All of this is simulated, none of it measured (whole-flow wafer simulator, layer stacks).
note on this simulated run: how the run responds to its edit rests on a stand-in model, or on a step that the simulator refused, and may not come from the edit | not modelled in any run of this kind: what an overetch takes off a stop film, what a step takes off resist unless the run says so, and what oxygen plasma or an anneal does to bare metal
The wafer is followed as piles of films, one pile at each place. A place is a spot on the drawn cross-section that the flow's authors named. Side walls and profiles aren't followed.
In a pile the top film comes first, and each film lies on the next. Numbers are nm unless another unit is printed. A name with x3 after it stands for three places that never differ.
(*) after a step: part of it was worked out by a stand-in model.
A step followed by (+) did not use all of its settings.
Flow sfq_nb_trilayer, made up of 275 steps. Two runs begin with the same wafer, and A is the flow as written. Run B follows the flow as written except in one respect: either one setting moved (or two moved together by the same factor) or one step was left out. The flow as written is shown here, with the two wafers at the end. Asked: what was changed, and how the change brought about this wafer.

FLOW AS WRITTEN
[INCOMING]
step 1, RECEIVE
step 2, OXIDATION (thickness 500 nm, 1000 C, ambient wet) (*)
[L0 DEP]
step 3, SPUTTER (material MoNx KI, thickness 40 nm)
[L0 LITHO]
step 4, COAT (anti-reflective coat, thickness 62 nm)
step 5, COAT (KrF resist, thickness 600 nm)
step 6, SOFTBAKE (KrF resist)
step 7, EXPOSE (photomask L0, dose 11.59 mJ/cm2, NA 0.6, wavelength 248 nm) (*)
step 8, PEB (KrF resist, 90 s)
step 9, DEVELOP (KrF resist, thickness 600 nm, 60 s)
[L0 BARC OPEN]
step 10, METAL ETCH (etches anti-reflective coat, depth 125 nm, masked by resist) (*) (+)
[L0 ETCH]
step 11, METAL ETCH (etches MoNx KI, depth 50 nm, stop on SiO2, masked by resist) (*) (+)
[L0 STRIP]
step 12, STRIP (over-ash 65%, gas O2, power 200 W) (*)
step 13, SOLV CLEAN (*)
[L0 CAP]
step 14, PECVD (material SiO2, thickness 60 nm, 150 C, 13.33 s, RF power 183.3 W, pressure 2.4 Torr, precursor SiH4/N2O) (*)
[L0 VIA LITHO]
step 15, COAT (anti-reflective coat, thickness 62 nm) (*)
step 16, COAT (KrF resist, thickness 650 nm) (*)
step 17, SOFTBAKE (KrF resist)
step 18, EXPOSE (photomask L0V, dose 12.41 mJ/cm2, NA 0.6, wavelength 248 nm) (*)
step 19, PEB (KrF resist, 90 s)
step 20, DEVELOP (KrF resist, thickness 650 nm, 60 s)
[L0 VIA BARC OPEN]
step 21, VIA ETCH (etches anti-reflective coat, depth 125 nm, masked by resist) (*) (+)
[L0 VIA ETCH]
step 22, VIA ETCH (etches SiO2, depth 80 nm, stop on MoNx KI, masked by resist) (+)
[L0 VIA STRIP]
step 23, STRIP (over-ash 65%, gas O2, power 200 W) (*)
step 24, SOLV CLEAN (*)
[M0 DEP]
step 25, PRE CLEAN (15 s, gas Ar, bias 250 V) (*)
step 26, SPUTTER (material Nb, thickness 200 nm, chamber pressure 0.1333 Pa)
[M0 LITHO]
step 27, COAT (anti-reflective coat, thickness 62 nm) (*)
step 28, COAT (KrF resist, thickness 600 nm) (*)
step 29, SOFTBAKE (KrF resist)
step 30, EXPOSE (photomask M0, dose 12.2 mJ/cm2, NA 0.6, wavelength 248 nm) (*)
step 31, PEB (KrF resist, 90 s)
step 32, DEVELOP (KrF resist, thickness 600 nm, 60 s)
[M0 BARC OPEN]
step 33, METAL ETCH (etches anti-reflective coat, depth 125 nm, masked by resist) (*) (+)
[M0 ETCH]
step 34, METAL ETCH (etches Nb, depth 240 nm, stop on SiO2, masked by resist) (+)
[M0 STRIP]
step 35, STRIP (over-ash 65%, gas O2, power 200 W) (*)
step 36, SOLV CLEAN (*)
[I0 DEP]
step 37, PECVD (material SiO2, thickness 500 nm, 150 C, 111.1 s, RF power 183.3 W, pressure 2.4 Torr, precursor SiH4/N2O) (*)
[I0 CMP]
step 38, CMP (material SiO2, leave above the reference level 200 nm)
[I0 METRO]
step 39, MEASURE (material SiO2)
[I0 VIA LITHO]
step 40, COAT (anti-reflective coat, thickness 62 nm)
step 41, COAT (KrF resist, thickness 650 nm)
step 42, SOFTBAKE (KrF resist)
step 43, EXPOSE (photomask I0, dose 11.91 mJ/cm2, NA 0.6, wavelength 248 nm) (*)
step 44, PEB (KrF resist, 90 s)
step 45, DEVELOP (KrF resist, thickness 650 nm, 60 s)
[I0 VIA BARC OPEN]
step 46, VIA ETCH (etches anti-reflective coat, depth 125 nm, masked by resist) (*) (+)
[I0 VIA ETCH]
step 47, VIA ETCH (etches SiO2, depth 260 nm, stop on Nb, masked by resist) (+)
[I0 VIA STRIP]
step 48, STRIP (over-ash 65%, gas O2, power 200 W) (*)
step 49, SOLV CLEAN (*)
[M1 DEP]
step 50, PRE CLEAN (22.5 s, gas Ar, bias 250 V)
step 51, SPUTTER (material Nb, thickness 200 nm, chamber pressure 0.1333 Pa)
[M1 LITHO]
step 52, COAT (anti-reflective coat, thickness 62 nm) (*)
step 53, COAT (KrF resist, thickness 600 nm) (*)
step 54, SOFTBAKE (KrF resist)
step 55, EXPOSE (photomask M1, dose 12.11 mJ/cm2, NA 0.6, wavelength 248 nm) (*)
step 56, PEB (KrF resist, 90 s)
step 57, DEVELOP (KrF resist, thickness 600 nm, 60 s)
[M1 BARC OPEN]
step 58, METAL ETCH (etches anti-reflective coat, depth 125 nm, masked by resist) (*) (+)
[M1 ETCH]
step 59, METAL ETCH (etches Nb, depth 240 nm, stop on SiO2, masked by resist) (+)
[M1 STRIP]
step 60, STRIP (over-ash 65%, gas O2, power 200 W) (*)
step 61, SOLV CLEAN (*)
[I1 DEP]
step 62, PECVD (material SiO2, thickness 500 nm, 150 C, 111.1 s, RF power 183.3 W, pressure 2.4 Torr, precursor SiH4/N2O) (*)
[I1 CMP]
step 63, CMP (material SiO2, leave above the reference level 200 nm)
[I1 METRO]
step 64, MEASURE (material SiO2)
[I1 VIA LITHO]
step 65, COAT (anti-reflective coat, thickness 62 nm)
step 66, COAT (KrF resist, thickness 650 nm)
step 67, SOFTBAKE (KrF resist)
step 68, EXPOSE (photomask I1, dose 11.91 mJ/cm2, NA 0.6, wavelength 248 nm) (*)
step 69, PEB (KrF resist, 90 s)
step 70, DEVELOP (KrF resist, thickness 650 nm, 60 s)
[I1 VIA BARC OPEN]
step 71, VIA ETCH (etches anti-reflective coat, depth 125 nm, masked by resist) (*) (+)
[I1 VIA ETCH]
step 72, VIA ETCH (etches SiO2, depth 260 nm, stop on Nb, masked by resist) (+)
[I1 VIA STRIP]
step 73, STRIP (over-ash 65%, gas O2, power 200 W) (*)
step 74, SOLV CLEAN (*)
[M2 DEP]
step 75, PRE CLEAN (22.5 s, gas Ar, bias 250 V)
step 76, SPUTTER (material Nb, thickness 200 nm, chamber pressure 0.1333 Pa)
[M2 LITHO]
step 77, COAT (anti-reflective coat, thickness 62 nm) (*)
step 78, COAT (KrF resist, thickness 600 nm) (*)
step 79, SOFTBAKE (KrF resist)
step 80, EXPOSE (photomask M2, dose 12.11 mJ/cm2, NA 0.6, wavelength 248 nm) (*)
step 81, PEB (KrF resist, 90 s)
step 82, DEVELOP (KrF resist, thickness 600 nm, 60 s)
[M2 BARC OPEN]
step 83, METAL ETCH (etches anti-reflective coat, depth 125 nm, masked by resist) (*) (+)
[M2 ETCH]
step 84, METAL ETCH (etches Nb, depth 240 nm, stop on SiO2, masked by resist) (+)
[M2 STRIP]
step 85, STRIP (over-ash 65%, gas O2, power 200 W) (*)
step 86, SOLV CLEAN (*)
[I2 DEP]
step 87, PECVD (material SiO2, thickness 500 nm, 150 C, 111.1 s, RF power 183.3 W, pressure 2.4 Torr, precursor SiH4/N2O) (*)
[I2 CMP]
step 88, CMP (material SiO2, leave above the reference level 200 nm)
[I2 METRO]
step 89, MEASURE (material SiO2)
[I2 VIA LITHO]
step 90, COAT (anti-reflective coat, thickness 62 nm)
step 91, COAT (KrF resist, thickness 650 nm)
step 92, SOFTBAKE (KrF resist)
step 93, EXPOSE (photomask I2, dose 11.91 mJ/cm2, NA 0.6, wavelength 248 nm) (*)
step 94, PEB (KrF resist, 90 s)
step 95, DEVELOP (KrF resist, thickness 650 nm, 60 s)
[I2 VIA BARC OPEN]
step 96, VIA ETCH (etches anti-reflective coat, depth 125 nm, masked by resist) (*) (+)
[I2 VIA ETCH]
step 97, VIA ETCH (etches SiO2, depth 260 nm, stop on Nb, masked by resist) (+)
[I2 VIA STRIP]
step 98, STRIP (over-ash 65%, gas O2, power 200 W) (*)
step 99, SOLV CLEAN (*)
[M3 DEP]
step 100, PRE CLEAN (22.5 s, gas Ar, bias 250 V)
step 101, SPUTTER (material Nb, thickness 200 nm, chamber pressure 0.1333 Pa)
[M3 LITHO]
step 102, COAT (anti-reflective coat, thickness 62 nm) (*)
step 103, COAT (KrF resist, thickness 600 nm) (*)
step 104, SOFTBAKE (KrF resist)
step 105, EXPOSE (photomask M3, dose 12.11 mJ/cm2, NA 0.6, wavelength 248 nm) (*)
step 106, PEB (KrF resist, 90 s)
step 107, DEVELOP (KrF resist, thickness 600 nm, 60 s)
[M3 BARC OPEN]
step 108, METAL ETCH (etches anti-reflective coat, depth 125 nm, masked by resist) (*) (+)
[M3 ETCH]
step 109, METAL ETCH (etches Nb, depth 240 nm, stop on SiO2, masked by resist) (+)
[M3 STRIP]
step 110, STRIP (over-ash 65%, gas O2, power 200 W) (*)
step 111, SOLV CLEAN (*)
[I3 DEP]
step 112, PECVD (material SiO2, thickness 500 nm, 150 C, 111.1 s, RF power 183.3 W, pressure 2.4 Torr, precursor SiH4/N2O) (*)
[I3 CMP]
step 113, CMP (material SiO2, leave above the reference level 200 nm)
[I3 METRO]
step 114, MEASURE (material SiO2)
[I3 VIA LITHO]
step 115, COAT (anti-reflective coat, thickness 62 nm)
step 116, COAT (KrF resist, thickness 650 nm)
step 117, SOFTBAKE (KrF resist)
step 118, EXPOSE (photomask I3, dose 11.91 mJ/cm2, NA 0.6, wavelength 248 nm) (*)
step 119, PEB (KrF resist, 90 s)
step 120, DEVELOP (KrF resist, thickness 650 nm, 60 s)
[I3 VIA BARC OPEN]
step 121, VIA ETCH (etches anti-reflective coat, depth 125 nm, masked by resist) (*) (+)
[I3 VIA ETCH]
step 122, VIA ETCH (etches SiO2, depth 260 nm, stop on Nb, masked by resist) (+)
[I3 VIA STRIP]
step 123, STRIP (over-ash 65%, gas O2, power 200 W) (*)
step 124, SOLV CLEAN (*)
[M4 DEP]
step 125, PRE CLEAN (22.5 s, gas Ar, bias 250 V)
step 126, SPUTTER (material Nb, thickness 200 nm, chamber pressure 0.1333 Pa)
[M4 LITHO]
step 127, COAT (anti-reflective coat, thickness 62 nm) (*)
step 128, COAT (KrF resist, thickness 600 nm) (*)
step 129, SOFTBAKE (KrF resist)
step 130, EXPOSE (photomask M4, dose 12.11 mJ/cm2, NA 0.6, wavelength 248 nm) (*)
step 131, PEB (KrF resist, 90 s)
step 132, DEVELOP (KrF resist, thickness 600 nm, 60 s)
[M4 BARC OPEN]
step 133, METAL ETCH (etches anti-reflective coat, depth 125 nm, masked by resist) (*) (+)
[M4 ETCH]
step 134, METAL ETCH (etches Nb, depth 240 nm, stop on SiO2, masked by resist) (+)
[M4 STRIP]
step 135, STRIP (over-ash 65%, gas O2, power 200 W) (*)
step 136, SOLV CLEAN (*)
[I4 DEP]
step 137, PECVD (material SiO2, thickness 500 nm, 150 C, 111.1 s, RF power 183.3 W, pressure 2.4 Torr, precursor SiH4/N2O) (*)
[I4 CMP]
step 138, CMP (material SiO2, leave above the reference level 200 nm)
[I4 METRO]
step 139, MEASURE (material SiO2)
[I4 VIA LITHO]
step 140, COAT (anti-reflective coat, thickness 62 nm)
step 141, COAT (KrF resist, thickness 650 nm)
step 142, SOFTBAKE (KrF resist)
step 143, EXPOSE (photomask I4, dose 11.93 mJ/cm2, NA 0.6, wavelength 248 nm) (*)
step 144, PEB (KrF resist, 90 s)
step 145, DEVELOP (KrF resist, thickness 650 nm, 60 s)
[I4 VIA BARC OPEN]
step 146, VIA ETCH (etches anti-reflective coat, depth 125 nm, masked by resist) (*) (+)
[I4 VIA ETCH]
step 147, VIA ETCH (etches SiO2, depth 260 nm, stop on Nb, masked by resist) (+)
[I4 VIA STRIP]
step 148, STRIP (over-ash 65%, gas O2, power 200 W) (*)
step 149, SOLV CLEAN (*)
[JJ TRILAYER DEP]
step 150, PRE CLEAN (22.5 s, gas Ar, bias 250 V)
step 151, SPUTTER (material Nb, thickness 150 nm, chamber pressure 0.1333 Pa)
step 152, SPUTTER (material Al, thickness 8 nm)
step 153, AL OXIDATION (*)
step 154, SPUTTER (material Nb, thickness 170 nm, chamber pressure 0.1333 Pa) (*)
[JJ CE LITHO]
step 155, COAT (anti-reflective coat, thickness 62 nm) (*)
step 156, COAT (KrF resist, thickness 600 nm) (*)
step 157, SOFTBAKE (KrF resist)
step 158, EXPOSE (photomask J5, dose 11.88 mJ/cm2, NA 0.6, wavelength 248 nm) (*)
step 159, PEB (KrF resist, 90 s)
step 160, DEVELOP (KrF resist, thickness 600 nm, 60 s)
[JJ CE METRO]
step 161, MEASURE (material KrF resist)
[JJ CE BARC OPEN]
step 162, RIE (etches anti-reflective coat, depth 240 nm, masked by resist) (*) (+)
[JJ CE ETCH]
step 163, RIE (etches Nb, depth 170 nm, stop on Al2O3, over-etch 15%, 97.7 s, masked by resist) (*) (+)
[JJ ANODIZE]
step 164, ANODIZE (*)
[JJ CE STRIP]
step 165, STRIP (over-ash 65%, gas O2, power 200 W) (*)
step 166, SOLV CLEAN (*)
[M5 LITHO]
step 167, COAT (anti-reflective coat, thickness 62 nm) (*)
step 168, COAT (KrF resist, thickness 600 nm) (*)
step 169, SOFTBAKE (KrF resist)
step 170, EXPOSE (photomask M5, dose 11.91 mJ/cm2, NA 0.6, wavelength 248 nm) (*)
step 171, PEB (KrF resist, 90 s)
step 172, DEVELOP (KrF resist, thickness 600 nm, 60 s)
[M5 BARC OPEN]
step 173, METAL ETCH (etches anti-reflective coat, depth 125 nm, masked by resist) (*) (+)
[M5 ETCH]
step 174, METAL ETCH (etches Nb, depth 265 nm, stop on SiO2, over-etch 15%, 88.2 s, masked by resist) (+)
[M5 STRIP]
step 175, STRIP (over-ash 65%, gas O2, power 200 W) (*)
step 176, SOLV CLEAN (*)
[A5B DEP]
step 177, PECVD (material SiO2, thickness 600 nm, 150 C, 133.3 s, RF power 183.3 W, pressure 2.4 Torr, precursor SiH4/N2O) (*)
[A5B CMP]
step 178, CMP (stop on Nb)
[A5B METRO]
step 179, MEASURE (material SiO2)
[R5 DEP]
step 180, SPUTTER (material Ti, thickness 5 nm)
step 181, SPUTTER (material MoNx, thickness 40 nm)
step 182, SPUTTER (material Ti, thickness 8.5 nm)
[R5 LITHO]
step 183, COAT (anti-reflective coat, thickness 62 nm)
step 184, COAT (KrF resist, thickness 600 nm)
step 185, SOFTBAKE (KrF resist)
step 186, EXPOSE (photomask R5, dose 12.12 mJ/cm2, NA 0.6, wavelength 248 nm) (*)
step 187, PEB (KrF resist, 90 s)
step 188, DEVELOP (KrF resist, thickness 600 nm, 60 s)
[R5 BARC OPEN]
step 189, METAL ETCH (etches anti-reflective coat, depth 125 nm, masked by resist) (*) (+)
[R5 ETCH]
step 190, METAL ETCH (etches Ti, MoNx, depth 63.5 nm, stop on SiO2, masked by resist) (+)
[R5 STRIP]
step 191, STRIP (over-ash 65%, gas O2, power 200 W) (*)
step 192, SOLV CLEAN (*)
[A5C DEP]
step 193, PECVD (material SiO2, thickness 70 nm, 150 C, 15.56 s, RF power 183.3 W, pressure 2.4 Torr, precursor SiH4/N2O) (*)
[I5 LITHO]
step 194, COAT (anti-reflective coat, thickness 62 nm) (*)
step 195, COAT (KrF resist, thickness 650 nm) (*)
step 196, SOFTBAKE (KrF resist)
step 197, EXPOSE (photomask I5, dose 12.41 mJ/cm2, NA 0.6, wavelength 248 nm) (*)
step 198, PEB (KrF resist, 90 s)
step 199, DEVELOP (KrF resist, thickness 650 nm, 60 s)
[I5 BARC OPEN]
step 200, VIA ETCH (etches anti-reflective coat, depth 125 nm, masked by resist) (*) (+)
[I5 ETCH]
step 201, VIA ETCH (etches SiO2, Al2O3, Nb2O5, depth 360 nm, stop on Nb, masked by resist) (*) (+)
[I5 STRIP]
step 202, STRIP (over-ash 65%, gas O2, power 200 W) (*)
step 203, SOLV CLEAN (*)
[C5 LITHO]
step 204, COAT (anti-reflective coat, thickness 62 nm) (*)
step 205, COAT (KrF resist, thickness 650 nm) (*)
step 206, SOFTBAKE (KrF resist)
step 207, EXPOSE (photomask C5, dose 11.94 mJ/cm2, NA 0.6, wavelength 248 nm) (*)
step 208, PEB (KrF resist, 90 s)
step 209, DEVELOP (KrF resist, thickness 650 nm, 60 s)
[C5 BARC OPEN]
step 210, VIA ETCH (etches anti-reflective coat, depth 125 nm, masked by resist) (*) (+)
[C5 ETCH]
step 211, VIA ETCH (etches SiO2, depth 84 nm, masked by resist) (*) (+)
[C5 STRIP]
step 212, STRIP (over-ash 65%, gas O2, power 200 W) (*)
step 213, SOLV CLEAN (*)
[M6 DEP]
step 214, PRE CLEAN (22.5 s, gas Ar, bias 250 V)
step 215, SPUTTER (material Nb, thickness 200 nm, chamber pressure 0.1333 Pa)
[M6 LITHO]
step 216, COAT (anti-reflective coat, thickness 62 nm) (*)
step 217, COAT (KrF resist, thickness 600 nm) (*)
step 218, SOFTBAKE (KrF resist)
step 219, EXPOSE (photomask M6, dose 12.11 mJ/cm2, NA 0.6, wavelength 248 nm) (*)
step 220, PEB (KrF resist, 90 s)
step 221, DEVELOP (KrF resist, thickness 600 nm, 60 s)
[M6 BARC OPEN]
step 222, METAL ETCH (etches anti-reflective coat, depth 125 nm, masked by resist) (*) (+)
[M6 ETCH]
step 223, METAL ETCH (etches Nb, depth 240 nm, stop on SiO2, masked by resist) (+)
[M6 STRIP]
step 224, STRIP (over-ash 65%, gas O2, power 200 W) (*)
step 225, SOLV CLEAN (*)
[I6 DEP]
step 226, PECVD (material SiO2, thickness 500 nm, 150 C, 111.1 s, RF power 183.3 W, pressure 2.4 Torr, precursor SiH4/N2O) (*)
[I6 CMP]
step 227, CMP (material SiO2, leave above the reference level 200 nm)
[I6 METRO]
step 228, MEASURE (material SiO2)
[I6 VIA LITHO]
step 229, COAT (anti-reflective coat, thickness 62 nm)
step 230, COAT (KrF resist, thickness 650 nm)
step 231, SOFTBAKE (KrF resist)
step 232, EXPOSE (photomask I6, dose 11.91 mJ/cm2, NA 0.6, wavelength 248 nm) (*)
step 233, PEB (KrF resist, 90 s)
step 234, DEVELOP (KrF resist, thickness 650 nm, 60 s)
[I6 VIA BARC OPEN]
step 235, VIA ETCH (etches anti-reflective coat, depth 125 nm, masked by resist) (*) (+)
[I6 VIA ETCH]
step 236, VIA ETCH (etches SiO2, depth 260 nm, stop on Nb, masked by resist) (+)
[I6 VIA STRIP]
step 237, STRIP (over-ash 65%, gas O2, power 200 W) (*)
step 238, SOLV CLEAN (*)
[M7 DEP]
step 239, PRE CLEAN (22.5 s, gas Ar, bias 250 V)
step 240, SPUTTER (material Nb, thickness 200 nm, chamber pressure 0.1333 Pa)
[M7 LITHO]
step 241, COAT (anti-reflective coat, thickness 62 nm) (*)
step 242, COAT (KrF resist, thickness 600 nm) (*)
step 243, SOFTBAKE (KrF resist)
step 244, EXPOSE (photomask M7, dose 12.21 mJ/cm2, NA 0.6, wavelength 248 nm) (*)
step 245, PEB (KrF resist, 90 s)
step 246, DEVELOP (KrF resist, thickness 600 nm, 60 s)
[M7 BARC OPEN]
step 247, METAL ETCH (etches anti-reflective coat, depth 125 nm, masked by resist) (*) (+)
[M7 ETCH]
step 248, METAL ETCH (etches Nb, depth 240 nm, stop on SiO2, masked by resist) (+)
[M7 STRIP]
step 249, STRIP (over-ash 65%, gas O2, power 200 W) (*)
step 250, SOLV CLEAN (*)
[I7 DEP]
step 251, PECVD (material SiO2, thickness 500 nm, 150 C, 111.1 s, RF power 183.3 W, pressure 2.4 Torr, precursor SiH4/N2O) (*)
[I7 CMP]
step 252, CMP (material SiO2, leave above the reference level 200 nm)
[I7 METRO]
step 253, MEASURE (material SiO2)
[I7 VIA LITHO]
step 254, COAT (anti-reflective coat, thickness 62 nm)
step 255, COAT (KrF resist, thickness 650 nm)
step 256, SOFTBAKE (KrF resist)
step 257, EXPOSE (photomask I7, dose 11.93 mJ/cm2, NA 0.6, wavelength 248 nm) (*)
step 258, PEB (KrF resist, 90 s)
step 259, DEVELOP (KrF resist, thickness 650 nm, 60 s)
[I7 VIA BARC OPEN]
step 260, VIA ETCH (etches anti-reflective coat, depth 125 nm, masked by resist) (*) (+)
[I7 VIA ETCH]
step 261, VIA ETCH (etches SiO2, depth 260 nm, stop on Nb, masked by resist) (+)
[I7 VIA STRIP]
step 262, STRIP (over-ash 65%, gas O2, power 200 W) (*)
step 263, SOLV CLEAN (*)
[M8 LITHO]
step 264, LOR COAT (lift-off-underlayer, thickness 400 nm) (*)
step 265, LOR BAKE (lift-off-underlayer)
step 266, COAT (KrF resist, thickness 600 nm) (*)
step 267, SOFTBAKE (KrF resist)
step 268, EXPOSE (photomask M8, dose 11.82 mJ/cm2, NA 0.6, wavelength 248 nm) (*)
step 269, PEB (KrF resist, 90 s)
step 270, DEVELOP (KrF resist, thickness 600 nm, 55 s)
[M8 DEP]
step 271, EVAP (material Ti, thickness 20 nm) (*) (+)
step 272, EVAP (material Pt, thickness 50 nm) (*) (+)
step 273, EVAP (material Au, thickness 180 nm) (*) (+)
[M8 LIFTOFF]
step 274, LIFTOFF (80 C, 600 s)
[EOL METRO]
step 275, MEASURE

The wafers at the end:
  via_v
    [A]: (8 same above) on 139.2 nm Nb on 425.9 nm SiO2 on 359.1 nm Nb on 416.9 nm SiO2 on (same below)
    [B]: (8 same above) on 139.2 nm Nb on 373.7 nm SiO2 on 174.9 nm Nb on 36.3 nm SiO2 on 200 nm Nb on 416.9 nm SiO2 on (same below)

Cause: step 122, VIA ETCH: depth 156 nm was run, whereas the flow has depth 260 nm.

The path from the change to this, step by step:
  step 122, VIA ETCH (etches SiO2, depth 260 nm, stop on Nb, masked by resist) (+)
      via_v: A SiO2 loses 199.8 (all of it) | B SiO2 loses 156
      field_l, v_sur, via_wl and 102 more: A KrF resist loses 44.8 | B KrF resist loses 26.9
  step 123, STRIP (over-ash 65%, gas O2, power 200 W) (*)
      field_l, v_sur, via_wl and 102 more: A KrF resist loses 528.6 (all of it), anti-reflective coat loses 62 (all of it) | B KrF resist loses 546.5 (all of it), anti-reflective coat loses 62 (all of it)
  step 125, PRE CLEAN (22.5 s, gas Ar, bias 250 V)
      via_v: A Nb loses 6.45 | B SiO2 loses 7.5
  step 126, SPUTTER (material Nb, thickness 200 nm, chamber pressure 0.1333 Pa)
      via_v: A Nb gains 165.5 | B Nb gains 174.9 (new film)
  step 127, COAT (anti-reflective coat, thickness 62 nm) (*)
      via_v: A anti-reflective coat gains 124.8 (new film) | B anti-reflective coat gains 113.9 (new film)
  step 128, COAT (KrF resist, thickness 600 nm) (*)
      via_v: A KrF resist gains 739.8 (new film) | B KrF resist gains 705.3 (new film)
  step 135, STRIP (over-ash 65%, gas O2, power 200 W) (*)
      via_v: A KrF resist loses 521.8 (all of it), anti-reflective coat loses 124.8 (all of it) | B KrF resist loses 487.4 (all of it), anti-reflective coat loses 113.9 (all of it)
  step 137, PECVD (material SiO2, thickness 500 nm, 150 C, 111.1 s, RF power 183.3 W, pressure 2.4 Torr, precursor SiH4/N2O) (*)
      via_v: A SiO2 gains 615 (new film) | B SiO2 gains 538.3 (new film)
  step 138, CMP (material SiO2, leave above the reference level 200 nm)
      via_v: A SiO2 loses 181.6 | B SiO2 loses 157.1
With metal films that touch counted as one body, via_v has 7 bodies (between them, from the top down: SiO2 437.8; SiO2 209 / Al2O3 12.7 / Nb2O5 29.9; SiO2 373.7; SiO2 36.3; SiO2 416.9; SiO2 192.5); the flow as written gives 6 bodies (between them, from the top down: SiO2 437.8; SiO2 209 / Al2O3 12.7 / Nb2O5 29.9; SiO2 425.9; SiO2 416.9; SiO2 192.5).
